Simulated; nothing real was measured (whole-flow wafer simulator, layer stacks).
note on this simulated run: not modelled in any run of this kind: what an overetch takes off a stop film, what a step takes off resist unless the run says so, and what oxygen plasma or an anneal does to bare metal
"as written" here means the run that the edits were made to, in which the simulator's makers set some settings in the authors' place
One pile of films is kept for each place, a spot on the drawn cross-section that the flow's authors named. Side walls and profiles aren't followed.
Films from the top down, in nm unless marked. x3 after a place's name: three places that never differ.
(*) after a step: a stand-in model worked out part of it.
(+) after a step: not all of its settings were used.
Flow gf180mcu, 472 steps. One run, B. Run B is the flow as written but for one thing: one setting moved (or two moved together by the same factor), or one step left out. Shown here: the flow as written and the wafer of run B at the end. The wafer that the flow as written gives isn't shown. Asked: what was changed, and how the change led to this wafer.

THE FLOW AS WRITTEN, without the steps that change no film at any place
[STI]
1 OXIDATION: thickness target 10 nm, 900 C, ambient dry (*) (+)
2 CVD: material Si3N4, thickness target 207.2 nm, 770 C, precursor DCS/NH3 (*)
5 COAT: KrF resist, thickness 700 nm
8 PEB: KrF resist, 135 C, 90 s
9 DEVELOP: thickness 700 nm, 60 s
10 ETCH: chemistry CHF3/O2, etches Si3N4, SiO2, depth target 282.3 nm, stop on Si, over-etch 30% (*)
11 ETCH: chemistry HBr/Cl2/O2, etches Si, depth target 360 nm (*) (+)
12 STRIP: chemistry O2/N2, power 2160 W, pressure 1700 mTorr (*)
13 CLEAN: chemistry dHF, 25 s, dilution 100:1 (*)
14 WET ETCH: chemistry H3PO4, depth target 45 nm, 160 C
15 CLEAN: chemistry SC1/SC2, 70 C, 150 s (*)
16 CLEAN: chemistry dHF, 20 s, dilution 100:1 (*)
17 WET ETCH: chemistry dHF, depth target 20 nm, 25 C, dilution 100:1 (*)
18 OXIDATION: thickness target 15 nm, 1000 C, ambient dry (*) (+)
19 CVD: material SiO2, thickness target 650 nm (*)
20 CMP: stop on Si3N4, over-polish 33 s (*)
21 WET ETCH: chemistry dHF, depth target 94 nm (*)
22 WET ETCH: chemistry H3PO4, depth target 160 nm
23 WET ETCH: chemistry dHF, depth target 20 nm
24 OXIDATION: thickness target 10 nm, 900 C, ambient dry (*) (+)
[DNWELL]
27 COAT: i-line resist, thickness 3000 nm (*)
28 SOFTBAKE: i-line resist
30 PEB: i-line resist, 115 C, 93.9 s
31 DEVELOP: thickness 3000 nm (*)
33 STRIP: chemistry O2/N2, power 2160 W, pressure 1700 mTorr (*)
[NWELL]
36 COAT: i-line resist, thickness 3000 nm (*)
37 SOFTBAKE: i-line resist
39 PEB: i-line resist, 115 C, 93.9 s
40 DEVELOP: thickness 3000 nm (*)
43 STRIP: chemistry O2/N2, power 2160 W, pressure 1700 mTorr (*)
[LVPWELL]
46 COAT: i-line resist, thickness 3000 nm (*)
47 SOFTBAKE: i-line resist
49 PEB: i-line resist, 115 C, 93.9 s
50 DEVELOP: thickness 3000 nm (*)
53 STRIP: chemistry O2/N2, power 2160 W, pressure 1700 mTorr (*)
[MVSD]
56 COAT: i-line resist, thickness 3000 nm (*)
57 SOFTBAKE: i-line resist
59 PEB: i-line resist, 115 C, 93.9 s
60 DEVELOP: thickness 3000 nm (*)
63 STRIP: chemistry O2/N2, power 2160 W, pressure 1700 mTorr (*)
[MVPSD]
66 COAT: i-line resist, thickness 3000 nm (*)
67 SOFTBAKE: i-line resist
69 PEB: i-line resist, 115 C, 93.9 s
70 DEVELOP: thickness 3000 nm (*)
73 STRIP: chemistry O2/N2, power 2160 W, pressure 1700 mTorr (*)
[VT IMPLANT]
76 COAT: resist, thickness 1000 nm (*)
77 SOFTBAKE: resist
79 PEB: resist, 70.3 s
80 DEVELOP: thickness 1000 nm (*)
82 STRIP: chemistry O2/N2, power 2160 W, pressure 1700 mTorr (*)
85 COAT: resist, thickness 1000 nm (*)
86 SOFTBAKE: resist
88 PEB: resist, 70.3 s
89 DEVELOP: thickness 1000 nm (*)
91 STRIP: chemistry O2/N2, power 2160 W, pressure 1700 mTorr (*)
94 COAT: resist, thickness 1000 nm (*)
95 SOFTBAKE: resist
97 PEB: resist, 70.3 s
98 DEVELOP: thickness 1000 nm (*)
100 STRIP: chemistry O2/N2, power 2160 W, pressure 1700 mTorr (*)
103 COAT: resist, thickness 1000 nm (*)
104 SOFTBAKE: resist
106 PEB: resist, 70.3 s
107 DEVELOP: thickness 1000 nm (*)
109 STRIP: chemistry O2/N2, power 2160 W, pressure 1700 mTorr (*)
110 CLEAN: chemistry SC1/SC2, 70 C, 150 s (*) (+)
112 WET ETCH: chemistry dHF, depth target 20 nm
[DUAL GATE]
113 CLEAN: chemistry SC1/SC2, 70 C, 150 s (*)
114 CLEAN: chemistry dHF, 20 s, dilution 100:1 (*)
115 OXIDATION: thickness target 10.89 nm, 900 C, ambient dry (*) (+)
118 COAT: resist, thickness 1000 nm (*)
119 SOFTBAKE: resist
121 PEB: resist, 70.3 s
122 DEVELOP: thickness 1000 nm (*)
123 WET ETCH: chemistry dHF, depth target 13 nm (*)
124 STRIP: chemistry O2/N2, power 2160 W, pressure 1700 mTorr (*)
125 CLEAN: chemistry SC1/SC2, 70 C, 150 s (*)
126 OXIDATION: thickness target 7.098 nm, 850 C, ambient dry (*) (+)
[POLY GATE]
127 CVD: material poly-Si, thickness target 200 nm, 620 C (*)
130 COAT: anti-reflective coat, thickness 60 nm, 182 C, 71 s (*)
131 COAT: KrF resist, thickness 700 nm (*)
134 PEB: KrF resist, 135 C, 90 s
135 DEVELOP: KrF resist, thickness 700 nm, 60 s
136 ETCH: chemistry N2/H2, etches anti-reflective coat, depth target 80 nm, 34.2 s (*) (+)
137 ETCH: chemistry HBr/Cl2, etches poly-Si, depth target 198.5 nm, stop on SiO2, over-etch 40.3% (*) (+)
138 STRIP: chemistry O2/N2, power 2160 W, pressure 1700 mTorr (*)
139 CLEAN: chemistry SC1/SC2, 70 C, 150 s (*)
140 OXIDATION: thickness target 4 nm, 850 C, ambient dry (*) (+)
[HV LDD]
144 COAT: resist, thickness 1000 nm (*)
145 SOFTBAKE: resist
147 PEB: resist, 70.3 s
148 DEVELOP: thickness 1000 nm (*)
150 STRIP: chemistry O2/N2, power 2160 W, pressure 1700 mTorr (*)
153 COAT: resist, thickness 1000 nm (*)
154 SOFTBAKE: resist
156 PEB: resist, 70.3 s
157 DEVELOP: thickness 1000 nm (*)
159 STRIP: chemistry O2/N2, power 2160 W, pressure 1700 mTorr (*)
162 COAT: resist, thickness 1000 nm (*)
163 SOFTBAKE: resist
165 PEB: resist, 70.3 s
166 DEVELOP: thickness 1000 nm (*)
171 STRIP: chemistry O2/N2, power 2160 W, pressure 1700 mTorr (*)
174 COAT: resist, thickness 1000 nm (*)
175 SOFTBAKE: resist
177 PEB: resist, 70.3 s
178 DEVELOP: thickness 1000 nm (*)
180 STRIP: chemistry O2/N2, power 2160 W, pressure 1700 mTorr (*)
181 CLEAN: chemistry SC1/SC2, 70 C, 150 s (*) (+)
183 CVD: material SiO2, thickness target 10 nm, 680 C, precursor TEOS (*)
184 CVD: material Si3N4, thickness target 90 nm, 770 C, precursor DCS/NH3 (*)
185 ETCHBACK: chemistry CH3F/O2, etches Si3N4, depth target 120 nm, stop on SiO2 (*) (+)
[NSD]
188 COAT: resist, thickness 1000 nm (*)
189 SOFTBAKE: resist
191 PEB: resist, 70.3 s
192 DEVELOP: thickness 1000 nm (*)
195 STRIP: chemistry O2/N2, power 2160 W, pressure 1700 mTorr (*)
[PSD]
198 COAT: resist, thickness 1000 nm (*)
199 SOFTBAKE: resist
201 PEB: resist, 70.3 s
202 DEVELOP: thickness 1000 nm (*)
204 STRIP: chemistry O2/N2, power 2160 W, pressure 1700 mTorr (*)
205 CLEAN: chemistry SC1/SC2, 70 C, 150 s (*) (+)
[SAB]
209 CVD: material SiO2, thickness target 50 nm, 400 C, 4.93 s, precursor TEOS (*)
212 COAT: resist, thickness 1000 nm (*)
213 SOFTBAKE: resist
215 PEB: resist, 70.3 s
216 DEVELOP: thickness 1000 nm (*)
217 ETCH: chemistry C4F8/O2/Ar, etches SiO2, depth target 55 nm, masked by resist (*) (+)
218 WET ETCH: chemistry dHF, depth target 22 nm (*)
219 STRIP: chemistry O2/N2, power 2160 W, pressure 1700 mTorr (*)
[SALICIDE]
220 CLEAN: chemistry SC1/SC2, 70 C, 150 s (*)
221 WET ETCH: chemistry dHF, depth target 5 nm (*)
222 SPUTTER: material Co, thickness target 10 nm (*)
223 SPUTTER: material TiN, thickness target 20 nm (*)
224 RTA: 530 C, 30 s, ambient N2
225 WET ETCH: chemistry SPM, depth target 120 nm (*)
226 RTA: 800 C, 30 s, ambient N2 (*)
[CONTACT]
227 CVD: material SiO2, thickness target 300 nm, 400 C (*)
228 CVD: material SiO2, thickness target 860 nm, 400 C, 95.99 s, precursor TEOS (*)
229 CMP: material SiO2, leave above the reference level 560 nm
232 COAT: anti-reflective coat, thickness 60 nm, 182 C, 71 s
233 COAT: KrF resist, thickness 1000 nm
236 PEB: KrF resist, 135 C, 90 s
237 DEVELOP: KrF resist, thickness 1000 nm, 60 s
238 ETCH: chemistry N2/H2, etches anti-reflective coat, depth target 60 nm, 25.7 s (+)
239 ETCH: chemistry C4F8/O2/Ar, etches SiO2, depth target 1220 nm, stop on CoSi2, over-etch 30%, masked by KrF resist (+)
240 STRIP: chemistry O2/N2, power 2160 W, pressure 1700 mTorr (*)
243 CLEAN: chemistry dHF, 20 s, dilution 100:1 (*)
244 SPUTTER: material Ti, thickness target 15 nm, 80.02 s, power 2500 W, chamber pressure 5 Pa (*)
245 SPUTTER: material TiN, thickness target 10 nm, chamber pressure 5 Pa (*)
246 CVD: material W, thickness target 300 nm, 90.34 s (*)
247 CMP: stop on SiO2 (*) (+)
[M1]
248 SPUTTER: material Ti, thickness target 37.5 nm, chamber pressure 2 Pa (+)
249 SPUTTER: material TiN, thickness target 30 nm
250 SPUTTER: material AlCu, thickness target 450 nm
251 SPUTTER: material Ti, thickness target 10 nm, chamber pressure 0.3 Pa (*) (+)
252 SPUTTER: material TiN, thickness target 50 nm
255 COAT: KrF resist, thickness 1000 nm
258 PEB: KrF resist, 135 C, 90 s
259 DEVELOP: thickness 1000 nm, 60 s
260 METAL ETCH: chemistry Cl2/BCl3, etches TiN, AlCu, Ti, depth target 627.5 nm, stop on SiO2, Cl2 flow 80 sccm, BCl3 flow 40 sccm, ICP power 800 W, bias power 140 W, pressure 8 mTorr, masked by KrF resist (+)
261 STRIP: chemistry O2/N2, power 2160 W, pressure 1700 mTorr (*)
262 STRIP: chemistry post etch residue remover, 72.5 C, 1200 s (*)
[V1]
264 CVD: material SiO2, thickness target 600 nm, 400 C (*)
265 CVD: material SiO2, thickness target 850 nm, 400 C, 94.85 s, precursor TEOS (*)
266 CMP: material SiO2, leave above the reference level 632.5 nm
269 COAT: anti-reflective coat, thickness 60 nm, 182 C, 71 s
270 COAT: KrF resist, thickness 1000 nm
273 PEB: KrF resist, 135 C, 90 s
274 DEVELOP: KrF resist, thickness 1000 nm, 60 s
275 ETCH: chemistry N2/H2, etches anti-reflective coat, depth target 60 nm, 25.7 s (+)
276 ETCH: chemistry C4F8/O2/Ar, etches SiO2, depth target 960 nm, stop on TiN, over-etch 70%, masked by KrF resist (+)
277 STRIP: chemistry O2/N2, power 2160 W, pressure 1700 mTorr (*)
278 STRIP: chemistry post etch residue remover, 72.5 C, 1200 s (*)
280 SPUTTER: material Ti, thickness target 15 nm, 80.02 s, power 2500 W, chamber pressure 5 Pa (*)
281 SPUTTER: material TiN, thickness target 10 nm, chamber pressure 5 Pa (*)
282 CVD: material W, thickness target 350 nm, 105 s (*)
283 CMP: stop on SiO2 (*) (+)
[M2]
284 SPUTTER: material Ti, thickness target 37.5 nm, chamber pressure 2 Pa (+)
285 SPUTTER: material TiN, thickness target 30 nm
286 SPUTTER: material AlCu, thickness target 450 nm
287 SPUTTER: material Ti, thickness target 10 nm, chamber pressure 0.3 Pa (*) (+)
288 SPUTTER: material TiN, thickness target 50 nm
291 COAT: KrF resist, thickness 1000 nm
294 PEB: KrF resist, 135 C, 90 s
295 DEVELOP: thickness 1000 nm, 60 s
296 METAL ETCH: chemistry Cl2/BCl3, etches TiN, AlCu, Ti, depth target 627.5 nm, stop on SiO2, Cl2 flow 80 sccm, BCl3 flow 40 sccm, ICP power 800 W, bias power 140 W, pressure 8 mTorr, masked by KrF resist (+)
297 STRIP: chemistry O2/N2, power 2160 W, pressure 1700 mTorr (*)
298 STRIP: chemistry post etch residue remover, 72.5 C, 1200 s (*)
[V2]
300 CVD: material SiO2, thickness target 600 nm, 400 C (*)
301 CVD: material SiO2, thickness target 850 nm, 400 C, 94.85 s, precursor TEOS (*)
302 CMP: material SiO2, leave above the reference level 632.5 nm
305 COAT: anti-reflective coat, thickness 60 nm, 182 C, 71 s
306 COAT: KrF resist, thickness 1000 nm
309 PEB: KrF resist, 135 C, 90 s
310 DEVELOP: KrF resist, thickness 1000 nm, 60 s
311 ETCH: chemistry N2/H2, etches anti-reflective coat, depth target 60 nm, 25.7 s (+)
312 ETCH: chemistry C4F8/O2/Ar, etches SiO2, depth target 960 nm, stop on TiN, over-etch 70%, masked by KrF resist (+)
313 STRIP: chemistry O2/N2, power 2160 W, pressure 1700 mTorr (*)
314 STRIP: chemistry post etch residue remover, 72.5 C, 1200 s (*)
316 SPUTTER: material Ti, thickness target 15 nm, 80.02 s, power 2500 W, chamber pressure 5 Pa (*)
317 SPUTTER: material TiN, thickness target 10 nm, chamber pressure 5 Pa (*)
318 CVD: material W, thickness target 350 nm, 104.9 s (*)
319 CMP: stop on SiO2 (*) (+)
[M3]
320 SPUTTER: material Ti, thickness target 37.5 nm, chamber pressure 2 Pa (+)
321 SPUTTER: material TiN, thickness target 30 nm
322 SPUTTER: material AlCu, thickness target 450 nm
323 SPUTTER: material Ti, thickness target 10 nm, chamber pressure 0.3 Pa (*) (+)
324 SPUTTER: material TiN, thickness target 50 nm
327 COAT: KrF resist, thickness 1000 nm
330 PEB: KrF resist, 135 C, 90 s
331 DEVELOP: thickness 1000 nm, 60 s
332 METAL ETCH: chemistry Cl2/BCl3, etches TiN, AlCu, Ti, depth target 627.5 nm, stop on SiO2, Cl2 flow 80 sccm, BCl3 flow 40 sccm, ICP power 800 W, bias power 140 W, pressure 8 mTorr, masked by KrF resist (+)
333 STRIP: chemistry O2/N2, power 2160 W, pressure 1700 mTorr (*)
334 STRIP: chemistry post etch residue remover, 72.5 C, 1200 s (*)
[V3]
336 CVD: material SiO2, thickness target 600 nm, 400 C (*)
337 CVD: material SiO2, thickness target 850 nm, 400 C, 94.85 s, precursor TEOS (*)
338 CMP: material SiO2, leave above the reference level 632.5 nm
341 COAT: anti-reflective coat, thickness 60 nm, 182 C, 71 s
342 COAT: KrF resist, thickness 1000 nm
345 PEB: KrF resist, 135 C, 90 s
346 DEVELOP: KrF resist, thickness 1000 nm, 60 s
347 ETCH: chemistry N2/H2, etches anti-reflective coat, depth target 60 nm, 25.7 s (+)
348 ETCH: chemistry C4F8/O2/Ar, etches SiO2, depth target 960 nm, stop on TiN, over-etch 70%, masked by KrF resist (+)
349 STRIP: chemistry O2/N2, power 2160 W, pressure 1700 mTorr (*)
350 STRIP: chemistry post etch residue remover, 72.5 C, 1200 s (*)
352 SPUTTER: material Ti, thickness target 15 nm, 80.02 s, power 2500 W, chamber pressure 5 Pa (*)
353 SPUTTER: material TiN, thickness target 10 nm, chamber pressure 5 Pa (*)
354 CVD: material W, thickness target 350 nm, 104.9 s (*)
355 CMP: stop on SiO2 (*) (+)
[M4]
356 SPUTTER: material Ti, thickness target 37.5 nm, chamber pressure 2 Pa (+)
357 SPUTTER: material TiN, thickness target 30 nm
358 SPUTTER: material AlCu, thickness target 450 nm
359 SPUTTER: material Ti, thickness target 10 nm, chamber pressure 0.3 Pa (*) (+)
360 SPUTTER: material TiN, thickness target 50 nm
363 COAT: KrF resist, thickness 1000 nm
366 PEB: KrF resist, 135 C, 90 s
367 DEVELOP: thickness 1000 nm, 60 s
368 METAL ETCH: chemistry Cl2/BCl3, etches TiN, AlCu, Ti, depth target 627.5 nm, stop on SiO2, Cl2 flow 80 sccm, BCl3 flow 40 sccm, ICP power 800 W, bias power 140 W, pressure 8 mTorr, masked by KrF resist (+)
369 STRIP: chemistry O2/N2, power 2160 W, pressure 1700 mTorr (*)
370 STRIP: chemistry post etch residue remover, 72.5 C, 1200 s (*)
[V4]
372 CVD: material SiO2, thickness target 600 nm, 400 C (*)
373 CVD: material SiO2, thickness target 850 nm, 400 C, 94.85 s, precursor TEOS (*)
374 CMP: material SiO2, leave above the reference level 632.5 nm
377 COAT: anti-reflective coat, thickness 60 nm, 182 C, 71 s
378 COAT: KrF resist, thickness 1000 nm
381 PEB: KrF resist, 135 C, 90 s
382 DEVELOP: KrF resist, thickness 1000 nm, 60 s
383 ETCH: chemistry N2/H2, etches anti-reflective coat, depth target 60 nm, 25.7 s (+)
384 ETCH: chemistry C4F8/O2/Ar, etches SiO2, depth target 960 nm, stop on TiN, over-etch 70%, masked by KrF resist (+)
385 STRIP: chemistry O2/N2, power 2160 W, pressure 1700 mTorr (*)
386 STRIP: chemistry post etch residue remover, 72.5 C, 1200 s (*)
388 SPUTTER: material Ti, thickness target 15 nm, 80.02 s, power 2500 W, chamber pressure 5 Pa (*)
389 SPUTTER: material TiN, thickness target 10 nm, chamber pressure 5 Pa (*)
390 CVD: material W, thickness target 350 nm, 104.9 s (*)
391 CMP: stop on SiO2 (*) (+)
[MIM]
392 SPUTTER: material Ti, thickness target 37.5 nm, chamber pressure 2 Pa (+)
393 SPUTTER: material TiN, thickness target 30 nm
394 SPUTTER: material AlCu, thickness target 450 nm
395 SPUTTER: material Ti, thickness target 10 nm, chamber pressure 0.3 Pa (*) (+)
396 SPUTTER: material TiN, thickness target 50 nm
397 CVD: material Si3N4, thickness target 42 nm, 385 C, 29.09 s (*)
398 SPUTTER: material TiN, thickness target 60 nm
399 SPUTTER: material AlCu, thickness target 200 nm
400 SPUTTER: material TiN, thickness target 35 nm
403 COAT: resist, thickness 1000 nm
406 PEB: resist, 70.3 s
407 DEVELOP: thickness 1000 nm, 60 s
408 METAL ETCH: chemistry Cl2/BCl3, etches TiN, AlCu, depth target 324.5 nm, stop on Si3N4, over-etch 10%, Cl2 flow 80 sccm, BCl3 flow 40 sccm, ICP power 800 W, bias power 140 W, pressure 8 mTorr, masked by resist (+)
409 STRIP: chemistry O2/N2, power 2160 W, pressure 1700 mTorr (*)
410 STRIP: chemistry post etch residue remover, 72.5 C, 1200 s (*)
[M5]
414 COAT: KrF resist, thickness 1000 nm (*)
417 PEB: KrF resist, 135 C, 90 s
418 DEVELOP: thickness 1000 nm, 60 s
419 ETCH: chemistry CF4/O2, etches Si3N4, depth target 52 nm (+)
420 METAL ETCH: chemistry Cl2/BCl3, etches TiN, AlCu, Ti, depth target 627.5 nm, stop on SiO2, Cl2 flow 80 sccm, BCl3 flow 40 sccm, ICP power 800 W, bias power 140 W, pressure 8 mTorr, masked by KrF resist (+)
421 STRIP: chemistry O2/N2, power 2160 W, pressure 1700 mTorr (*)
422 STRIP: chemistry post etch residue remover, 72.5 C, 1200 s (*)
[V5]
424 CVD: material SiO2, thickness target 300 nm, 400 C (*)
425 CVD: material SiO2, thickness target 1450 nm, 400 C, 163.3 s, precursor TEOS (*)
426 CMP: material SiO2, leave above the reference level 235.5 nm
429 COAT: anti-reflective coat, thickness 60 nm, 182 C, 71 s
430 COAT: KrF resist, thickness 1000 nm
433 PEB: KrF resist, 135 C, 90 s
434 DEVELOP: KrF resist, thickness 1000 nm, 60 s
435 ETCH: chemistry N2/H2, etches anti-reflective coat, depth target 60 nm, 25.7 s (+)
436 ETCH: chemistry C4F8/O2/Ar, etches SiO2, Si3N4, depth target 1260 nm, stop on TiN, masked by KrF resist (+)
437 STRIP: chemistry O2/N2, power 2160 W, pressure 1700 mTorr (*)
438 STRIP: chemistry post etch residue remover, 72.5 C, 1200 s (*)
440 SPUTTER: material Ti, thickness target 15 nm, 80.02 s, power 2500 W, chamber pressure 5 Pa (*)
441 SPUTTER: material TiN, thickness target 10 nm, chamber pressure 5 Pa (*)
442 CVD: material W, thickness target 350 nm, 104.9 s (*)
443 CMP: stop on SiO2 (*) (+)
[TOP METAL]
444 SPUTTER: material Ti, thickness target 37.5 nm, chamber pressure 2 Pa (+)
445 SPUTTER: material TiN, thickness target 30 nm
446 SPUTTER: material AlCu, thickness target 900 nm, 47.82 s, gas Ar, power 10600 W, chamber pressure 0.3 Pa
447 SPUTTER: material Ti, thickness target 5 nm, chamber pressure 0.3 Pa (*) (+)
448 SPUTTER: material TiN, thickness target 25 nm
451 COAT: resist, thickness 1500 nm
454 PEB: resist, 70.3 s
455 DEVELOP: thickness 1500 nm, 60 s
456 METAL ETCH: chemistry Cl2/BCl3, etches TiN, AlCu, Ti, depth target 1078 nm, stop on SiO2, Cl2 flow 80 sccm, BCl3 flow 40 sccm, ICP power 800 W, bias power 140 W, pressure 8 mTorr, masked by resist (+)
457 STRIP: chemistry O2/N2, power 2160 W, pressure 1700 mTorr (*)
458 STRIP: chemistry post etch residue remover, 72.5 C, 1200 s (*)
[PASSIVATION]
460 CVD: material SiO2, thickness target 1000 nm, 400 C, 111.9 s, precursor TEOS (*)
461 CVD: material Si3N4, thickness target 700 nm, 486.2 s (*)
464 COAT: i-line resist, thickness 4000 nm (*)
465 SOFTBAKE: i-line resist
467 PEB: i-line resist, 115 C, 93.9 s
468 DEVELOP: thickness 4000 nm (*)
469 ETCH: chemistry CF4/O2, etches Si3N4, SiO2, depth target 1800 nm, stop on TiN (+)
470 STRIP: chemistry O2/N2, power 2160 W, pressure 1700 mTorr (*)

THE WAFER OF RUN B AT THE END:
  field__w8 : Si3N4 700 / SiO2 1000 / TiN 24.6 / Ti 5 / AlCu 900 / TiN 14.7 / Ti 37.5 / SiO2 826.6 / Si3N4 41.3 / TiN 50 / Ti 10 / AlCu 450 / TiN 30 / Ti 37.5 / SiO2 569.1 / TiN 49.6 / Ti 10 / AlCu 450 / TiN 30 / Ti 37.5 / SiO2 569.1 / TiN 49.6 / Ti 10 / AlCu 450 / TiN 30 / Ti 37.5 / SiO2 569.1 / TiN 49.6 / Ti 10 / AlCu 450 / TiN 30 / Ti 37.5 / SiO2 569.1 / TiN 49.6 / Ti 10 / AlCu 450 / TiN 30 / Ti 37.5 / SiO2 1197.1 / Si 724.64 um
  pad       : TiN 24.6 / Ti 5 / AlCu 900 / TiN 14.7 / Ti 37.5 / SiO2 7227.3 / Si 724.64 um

The cause: step 445, SPUTTER: thickness target 14.7 nm was run, where the flow has thickness target 30 nm.
It can be read off the wafer: field__w8 has TiN 14.7, and step 445 as written asks for 30 nm.

How the change led to this, step by step:
  445 SPUTTER: material TiN, thickness target 30 nm
      field, field__w1, field__w2 and 109 more: TiN +14.7 (new film) (as written it would be: TiN +30 (new film))
  456 METAL ETCH: chemistry Cl2/BCl3, etches TiN, AlCu, Ti, depth target 1078 nm, stop on SiO2, Cl2 flow 80 sccm, BCl3 flow 40 sccm, ICP power 800 W, bias power 140 W, pressure 8 mTorr, masked by resist (+)
      field, field__w1, field__w2 and 103 more: TiN -25 (all of it), Ti -5 (all of it), AlCu -900 (all of it), TiN -14.7 (all of it), Ti -37.5 (all of it) (as written it would be: TiN -25 (all of it), Ti -5 (all of it), AlCu -900 (all of it), TiN -30 (all of it), Ti -37.5 (all of it))
  465 SOFTBAKE: i-line resist
      field__w2, field_sub__w4: i-line resist +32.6 (as written it would be: i-line resist +33.4)
      field__w11, field__w13: i-line resist +36.7 (as written it would be: i-line resist +37.6)
      (and at 59 more places)
